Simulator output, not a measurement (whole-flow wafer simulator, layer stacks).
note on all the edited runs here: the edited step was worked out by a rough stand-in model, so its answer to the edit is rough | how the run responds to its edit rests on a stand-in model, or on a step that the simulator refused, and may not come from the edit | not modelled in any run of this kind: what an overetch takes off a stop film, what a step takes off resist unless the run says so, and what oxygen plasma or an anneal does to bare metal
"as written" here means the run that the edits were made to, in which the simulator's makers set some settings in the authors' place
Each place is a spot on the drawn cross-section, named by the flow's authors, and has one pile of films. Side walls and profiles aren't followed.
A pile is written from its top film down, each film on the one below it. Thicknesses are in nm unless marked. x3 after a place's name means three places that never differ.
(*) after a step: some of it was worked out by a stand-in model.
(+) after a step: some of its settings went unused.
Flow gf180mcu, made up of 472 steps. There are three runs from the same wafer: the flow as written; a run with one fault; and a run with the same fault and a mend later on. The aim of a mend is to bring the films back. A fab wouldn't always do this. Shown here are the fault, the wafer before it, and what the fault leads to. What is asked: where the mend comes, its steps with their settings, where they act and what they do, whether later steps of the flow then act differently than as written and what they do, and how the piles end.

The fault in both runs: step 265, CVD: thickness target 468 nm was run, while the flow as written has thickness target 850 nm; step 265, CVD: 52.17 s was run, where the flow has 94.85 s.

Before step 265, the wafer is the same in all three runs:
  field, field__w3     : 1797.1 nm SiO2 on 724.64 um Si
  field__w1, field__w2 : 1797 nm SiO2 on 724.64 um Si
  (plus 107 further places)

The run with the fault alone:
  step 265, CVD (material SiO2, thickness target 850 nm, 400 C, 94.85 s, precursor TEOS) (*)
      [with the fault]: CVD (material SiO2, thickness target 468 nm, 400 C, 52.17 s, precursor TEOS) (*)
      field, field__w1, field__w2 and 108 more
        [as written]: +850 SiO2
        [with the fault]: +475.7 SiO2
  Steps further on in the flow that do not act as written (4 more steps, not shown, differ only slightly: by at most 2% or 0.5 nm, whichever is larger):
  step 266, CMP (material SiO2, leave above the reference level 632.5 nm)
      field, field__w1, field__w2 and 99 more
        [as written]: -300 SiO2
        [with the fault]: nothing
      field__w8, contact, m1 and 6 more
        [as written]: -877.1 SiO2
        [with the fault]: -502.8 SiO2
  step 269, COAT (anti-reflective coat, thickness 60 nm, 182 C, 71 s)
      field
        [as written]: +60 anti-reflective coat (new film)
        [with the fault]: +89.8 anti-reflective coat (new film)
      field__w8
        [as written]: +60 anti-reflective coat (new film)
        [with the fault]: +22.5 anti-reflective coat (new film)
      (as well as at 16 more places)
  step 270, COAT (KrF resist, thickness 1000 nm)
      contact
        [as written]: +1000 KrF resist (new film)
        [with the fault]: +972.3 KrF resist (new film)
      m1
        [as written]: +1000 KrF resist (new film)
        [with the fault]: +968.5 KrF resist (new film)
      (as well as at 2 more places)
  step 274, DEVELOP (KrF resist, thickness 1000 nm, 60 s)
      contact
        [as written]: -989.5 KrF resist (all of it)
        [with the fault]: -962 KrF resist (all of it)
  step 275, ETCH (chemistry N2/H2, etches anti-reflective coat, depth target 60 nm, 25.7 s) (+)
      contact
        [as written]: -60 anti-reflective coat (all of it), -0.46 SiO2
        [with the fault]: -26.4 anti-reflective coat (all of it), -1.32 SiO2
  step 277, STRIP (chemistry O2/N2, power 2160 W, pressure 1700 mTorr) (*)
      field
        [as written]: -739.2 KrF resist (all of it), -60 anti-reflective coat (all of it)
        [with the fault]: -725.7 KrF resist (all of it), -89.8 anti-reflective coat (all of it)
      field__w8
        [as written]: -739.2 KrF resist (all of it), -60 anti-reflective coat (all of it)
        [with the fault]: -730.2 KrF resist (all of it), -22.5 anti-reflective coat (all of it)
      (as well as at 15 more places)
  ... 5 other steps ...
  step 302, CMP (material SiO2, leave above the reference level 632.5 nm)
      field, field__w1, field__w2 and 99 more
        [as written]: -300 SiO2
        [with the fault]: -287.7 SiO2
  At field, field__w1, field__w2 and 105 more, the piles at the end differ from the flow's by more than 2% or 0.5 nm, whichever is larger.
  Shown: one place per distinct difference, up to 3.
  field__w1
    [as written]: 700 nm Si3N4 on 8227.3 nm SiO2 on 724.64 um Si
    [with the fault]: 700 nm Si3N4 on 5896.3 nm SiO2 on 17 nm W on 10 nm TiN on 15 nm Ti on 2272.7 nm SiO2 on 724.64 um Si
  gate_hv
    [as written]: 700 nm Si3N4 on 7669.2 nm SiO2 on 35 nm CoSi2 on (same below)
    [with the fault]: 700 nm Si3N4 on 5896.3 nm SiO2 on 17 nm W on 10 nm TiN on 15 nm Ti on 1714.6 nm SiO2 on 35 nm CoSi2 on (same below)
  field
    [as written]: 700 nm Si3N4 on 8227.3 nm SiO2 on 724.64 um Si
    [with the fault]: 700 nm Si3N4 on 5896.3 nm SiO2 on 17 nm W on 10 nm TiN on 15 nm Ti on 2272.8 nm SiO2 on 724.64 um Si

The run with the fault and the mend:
  The mend follows step 265.
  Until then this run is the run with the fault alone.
  step 265a, CVD (material SiO2, thickness target 382 nm, 400 C, 42.63 s, precursor TEOS) (*) (the flow's step 265 again, with other settings)
      field, field__w1, field__w2 and 108 more
        +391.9 SiO2
  Steps further on in the flow that do not act as written:
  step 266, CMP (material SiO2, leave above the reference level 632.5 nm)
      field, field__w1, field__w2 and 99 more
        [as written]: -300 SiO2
        [with the mend]: -317.6 SiO2
  At every place that both follow, the piles at the end match the flow's.
